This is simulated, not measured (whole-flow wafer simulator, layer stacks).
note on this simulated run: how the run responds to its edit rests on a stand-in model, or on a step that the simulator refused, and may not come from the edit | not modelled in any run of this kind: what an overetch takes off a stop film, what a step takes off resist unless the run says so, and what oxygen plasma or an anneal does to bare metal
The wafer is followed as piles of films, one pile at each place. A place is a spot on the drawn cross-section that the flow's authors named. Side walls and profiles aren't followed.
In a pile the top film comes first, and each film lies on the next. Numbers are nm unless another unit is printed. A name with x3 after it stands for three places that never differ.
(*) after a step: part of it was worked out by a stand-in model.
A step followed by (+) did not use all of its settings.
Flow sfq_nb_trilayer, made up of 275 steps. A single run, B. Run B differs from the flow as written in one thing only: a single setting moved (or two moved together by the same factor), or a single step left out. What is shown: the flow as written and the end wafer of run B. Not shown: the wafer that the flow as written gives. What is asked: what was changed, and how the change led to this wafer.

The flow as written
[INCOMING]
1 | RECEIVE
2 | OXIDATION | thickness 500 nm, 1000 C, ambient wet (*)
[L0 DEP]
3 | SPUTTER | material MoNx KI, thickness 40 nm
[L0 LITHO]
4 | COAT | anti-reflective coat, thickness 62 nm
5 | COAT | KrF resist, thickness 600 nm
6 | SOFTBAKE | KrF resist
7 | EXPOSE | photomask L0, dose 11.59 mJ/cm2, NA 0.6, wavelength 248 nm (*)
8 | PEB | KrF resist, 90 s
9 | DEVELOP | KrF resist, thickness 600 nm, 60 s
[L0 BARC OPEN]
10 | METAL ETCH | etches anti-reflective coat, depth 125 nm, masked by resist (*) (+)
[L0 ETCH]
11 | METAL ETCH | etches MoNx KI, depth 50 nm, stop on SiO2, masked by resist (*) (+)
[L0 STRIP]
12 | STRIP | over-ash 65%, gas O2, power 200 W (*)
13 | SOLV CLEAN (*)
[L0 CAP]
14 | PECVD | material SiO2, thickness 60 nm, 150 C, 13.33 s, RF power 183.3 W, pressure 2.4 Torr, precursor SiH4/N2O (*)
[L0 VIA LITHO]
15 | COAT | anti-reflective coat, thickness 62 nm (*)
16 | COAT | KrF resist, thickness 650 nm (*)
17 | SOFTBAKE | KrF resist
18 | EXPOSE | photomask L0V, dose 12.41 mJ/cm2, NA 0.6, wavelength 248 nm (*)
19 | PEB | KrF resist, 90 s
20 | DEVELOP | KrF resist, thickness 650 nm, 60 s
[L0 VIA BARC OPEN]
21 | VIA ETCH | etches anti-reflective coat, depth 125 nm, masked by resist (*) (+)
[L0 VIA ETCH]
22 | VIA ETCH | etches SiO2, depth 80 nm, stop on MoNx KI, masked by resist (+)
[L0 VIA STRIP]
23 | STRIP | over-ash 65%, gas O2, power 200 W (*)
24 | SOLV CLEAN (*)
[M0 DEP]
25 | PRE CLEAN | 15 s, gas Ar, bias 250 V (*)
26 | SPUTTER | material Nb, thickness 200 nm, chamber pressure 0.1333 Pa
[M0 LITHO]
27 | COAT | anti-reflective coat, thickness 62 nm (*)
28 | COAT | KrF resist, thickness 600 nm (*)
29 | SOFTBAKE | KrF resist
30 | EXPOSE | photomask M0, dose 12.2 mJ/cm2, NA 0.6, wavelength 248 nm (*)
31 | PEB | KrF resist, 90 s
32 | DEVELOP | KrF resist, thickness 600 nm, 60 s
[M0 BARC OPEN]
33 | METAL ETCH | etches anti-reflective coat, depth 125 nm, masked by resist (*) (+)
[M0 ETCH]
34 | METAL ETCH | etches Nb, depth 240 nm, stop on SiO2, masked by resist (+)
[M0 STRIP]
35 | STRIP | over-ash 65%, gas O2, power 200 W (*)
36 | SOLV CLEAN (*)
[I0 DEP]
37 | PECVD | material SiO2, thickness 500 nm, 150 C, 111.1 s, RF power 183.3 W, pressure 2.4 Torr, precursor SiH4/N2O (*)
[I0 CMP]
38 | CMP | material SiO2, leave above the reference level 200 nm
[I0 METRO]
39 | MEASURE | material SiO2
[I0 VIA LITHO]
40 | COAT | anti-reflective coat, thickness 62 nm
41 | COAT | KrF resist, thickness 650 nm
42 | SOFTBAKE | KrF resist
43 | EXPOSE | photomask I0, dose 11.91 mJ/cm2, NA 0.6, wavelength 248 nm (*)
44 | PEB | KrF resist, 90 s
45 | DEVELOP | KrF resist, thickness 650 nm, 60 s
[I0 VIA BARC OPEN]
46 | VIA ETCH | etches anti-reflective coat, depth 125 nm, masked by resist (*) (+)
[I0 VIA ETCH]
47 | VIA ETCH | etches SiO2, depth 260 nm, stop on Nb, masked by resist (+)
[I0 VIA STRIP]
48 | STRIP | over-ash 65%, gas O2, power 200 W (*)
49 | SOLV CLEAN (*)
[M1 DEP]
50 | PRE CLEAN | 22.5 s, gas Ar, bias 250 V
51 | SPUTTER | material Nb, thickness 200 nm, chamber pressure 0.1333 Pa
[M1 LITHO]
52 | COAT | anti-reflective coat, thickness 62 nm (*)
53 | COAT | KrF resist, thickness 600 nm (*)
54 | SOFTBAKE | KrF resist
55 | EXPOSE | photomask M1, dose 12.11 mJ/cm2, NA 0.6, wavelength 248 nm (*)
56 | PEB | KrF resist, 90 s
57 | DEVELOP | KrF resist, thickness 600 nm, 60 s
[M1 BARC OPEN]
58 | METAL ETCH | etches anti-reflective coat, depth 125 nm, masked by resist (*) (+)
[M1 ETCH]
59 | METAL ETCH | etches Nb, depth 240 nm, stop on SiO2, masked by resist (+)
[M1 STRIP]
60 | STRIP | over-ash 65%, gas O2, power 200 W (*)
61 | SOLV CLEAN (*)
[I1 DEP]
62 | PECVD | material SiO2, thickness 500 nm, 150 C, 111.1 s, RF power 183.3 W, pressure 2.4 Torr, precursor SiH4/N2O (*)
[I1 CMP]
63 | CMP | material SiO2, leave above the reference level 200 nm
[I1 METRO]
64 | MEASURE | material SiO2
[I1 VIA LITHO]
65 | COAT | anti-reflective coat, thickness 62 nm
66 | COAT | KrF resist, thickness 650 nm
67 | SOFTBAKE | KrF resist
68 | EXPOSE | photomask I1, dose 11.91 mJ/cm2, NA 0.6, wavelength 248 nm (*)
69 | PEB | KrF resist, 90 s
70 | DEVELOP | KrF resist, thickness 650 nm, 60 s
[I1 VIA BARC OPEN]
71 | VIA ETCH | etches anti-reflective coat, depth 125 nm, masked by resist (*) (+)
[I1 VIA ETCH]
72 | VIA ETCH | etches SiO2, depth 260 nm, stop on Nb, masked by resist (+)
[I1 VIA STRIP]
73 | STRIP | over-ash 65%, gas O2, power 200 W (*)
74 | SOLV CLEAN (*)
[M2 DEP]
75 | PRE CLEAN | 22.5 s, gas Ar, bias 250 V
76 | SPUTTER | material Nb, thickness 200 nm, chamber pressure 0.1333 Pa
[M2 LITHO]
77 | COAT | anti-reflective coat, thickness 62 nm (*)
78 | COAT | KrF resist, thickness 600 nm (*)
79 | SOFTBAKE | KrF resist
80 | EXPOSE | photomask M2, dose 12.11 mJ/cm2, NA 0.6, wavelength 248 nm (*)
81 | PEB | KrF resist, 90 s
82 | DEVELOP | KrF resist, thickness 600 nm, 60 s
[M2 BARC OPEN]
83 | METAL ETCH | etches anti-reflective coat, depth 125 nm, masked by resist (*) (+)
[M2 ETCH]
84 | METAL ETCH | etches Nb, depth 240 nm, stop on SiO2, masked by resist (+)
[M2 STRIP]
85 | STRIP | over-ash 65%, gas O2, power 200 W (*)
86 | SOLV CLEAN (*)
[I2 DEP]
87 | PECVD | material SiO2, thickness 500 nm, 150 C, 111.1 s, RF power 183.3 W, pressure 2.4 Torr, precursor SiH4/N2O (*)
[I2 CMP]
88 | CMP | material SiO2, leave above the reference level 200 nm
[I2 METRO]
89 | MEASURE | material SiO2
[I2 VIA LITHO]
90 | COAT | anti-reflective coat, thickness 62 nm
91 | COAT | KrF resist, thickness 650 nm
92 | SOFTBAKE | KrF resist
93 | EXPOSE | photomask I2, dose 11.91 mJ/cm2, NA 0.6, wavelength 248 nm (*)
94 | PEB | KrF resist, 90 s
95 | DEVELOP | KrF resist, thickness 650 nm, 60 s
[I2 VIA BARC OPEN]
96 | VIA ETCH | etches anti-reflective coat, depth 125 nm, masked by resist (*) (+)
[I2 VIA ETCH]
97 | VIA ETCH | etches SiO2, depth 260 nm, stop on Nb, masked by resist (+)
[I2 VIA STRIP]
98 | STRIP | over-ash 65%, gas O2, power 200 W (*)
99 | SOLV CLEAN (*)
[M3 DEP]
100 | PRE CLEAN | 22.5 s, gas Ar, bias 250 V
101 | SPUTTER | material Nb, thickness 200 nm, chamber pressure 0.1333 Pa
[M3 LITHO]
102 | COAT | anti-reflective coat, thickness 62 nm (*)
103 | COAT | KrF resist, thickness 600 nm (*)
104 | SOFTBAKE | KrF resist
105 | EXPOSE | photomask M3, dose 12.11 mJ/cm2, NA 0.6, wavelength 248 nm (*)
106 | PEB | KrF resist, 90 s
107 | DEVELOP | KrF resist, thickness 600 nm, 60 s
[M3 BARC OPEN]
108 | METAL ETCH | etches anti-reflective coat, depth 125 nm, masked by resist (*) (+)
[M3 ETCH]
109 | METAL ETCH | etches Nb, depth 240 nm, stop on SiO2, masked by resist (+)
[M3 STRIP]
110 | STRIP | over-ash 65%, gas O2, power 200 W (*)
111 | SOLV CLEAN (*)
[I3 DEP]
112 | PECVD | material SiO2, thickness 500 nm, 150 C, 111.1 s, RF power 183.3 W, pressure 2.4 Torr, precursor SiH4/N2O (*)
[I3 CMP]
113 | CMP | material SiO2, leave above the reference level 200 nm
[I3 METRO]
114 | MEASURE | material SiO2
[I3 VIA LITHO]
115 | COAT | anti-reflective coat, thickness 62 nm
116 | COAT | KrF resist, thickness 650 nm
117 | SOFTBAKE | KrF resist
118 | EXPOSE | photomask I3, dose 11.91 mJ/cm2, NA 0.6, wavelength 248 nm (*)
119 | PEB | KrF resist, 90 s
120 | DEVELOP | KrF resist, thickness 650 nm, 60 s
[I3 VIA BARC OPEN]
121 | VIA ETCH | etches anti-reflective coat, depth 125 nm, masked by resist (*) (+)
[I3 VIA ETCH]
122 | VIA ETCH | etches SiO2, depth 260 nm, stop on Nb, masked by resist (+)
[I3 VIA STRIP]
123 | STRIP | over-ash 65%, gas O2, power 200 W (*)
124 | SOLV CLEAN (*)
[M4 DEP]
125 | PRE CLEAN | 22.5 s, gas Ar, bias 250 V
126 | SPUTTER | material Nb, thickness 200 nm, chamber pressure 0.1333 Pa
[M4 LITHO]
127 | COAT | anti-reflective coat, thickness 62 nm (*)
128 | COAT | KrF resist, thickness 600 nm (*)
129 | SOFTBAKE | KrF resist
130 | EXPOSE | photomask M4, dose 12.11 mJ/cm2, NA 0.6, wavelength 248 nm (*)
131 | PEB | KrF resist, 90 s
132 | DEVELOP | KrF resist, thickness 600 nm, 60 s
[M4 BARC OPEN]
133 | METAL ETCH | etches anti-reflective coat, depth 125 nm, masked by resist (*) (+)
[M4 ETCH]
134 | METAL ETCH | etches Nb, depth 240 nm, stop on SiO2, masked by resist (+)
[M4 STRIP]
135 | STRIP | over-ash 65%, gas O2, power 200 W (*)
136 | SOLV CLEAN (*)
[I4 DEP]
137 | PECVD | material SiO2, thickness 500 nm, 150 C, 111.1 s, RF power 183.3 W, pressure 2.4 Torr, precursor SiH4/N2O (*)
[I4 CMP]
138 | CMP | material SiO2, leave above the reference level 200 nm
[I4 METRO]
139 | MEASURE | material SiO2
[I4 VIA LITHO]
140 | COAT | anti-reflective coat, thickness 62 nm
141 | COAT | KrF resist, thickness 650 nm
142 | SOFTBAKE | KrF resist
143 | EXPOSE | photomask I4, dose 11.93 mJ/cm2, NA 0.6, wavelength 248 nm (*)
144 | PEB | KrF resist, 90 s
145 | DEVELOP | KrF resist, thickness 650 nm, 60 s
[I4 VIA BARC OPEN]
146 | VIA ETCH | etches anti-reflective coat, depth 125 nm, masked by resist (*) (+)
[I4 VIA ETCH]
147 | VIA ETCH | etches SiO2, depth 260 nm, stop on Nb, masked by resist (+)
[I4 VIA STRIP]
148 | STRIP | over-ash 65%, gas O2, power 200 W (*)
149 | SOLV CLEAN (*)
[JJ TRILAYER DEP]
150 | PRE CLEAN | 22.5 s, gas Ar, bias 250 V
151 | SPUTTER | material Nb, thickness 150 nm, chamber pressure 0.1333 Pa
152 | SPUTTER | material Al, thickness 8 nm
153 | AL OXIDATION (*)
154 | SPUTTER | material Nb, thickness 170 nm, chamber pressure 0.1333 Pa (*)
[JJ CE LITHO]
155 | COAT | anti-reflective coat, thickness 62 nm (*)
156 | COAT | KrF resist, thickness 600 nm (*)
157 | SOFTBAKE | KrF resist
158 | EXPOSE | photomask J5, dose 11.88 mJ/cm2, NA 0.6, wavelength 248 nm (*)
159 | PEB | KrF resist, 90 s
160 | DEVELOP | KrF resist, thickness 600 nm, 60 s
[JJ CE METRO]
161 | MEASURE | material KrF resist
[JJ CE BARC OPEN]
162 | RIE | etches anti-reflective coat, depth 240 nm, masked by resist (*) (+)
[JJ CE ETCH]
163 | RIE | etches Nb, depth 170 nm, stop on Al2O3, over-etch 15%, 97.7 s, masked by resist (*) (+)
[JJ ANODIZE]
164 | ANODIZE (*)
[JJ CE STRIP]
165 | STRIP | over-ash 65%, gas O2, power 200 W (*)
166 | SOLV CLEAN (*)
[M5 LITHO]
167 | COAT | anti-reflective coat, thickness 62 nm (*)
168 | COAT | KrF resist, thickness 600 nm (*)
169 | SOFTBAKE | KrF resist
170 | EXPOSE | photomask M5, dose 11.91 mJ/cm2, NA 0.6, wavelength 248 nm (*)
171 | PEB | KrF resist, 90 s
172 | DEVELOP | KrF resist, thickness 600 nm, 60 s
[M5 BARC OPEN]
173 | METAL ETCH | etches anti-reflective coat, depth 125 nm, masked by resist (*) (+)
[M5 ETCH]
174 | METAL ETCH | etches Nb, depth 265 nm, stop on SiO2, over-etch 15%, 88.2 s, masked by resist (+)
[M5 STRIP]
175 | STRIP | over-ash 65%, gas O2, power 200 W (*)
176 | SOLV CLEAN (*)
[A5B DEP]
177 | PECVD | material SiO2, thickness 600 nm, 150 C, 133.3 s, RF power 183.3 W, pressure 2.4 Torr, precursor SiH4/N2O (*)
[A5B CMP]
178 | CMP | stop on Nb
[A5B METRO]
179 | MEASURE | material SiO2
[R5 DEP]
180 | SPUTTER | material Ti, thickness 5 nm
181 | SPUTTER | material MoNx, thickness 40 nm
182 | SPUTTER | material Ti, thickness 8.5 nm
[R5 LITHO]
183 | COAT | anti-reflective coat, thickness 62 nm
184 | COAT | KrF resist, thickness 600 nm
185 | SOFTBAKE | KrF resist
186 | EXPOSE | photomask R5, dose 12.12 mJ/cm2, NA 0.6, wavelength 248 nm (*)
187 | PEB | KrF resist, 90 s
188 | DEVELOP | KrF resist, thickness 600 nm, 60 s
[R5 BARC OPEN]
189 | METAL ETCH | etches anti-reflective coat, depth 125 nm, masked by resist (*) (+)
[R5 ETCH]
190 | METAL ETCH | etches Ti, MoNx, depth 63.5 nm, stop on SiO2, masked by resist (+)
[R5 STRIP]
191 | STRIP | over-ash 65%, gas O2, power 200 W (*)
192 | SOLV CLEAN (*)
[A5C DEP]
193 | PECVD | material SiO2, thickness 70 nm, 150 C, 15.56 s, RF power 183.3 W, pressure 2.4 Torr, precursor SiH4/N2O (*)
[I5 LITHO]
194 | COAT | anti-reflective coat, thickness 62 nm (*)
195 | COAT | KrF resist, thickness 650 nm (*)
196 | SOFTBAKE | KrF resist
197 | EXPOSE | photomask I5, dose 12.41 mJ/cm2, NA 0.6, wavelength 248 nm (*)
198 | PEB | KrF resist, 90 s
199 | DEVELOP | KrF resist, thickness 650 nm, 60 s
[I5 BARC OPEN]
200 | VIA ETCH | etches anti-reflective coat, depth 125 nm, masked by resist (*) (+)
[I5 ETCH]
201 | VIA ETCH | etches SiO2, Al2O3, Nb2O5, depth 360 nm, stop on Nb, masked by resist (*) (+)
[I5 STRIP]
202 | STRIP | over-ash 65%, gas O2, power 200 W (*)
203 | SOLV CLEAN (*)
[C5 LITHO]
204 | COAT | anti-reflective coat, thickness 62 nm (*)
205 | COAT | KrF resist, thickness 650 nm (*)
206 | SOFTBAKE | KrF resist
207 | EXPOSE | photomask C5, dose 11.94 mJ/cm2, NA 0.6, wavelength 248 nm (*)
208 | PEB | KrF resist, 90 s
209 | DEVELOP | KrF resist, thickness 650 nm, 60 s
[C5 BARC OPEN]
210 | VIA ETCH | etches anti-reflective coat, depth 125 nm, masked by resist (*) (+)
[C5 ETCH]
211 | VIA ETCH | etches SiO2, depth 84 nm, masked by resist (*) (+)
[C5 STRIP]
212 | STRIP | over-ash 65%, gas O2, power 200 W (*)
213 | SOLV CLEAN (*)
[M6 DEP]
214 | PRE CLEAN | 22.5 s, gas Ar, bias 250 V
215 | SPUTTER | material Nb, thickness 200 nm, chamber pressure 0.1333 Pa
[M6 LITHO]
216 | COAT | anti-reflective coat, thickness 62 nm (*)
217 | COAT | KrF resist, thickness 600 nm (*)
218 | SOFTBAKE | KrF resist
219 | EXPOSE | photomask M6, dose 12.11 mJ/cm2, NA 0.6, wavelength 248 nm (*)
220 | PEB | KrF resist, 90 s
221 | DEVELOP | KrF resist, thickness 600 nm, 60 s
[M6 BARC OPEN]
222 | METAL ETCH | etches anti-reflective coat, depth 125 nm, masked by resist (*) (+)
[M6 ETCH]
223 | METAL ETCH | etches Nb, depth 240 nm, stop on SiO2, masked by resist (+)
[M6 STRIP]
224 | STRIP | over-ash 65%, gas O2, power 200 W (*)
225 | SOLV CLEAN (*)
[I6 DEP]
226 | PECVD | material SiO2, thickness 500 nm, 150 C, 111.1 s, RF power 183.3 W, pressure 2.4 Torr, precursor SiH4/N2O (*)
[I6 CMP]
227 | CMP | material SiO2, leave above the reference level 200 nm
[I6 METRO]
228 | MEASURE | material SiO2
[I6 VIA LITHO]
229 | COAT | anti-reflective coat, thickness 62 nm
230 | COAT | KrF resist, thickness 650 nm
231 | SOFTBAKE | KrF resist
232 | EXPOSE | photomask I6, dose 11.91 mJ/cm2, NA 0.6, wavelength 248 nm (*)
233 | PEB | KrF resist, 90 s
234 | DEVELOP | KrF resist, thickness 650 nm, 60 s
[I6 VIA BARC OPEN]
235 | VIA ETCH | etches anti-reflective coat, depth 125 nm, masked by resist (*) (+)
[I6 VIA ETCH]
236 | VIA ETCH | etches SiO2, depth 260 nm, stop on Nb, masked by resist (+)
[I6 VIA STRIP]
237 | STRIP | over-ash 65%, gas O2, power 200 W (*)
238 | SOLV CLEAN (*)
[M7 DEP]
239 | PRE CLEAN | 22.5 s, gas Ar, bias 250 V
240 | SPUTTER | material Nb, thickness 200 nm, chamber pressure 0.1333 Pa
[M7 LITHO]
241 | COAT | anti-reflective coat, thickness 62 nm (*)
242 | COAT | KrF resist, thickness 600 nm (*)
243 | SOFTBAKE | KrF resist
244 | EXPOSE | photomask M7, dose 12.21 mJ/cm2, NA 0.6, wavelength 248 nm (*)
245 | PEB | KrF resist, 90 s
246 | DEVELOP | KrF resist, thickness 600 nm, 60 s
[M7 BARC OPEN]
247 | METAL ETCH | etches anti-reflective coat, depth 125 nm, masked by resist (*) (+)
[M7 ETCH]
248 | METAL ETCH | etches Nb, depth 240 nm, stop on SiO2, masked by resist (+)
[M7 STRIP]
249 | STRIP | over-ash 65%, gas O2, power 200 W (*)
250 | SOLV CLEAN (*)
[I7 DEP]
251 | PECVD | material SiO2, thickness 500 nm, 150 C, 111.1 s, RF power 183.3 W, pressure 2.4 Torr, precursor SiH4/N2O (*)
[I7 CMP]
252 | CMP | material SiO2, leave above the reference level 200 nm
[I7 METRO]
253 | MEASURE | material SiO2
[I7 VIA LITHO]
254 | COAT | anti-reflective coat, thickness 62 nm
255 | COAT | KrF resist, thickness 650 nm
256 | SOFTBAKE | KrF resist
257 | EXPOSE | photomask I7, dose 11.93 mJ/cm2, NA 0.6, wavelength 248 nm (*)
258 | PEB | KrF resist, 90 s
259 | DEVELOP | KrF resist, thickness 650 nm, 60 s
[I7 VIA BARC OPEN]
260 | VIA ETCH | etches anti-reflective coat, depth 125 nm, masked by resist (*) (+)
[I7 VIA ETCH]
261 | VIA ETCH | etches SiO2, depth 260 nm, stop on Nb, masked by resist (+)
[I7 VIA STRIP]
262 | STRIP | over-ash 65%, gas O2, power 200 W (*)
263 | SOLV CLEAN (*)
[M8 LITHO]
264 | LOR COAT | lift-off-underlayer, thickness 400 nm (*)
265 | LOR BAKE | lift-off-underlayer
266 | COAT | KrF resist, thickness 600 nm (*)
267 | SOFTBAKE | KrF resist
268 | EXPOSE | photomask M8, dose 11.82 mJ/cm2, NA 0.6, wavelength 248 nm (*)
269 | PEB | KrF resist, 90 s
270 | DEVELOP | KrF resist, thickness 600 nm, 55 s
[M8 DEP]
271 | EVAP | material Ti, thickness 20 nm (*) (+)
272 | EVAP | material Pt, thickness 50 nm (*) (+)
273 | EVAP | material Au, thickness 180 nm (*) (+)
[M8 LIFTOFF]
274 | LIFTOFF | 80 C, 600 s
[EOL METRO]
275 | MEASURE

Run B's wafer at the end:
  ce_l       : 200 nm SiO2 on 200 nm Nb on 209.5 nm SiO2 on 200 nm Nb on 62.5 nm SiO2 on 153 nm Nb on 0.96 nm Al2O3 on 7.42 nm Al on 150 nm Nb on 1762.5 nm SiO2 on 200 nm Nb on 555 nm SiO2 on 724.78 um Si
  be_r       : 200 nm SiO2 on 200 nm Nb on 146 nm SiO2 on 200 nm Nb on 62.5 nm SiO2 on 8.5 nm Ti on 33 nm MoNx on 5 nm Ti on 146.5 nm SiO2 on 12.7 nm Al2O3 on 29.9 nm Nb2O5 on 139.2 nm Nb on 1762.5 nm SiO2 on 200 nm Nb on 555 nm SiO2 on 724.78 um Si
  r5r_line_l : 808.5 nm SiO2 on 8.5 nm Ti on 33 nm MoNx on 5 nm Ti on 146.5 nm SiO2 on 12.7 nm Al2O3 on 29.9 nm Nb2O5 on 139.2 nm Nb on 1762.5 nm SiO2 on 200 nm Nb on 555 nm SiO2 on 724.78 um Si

What caused this: step 181, SPUTTER: thickness 33 nm was run, though the flow has thickness 40 nm.
The wafer lets one read it off: be_r has MoNx 33, and step 181 as written asks for 40 nm.

How this came from the change, step by step:
  181 | SPUTTER | material MoNx, thickness 40 nm
      field_l, v_sur, via_wl and 103 more: MoNx gains 33 (new film) (it would be, as written: MoNx gains 40 (new film))
  190 | METAL ETCH | etches Ti, MoNx, depth 63.5 nm, stop on SiO2, masked by resist (+)
      field_l, v_sur, via_wl and 92 more: Ti loses 8.5 (all of it), MoNx loses 33 (all of it), Ti loses 5 (all of it) (it would be, as written: Ti loses 8.5 (all of it), MoNx loses 40 (all of it), Ti loses 5 (all of it))
      ce_l, c5j, ce_r, wl_jj: Ti loses 8.5 (all of it), MoNx loses 33 (all of it), Ti loses 5 (all of it), Nb loses 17 (it would be, as written: Ti loses 8.5 (all of it), MoNx loses 40 (all of it), Ti loses 5 (all of it), Nb loses 10)
  194 | COAT | anti-reflective coat, thickness 62 nm (*)
      wl_j_sl, wl_j_sr: anti-reflective coat gains 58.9 (new film) (it would be, as written: anti-reflective coat gains 60.2 (new film))
      r5r_spacepad_l, r5r_spacepad_r: anti-reflective coat gains 81.4 (new film) (it would be, as written: anti-reflective coat gains 84.4 (new film))
      (also at 9 further places)
  202 | STRIP | over-ash 65%, gas O2, power 200 W (*)
      wl_j_sl, wl_j_sr: KrF resist loses 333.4 (all of it), anti-reflective coat loses 58.9 (all of it) (it would be, as written: KrF resist loses 333.3 (all of it), anti-reflective coat loses 60.2 (all of it))
      r5r_spacepad_l, r5r_spacepad_r: KrF resist loses 335.4 (all of it), anti-reflective coat loses 81.4 (all of it) (it would be, as written: KrF resist loses 335.6 (all of it), anti-reflective coat loses 84.4 (all of it))
      (also at 9 further places)
  204 | COAT | anti-reflective coat, thickness 62 nm (*)
      wl_j_sl, wl_j_sr: anti-reflective coat gains 58.9 (new film) (it would be, as written: anti-reflective coat gains 60.2 (new film))
      r5r_spacepad_l, r5r_spacepad_r: anti-reflective coat gains 81.4 (new film) (it would be, as written: anti-reflective coat gains 84.4 (new film))
      (also at 10 further places)
  210 | VIA ETCH | etches anti-reflective coat, depth 125 nm, masked by resist (*) (+)
      c5j: anti-reflective coat loses 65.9 (all of it), SiO2 loses 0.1 (it would be, as written: anti-reflective coat loses 63.9 (all of it), SiO2 loses 0.11)
  212 | STRIP | over-ash 65%, gas O2, power 200 W (*)
      wl_j_sl, wl_j_sr: KrF resist loses 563 (all of it), anti-reflective coat loses 58.9 (all of it) (it would be, as written: KrF resist loses 563.4 (all of it), anti-reflective coat loses 60.2 (all of it))
      r5r_spacepad_l, r5r_spacepad_r: KrF resist loses 565 (all of it), anti-reflective coat loses 81.4 (all of it) (it would be, as written: KrF resist loses 565.8 (all of it), anti-reflective coat loses 84.4 (all of it))
      (also at 9 further places)
  216 | COAT | anti-reflective coat, thickness 62 nm (*)
      r5r_line_l, r5r_line_c: anti-reflective coat gains 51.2 (new film) (it would be, as written: anti-reflective coat gains 50 (new film))
      r5r_spacepad_l, r5r_spacepad_r: anti-reflective coat gains 82.3 (new film) (it would be, as written: anti-reflective coat gains 85.7 (new film))
      (also at 8 further places)
  222 | METAL ETCH | etches anti-reflective coat, depth 125 nm, masked by resist (*) (+)
      r5r_line_l, r5r_line_c: anti-reflective coat loses 51.2 (all of it) (it would be, as written: anti-reflective coat loses 50 (all of it))
      r5r_spacepad_l, r5r_spacepad_r: anti-reflective coat loses 82.3 (all of it) (it would be, as written: anti-reflective coat loses 85.7 (all of it))
      (also at 2 further places)
  224 | STRIP | over-ash 65%, gas O2, power 200 W (*)
      jj_sur: KrF resist loses 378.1 (all of it), anti-reflective coat loses 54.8 (all of it) (it would be, as written: KrF resist loses 378.5 (all of it), anti-reflective coat loses 56.1 (all of it))
      ce_l: KrF resist loses 399.7 (all of it), anti-reflective coat loses 50.2 (all of it) (it would be, as written: KrF resist loses 397.1 (all of it), anti-reflective coat loses 48 (all of it))
      (also at 4 further places)
  227 | CMP | material SiO2, leave above the reference level 200 nm
      ce_l, ce_r, wl_jj: SiO2 loses 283 (it would be, as written: SiO2 loses 290)
      r5r_line_l, r5r_line_c, r5r_line_r: SiO2 loses 146.5 (it would be, as written: SiO2 loses 153.5)
      (also at 4 further places)
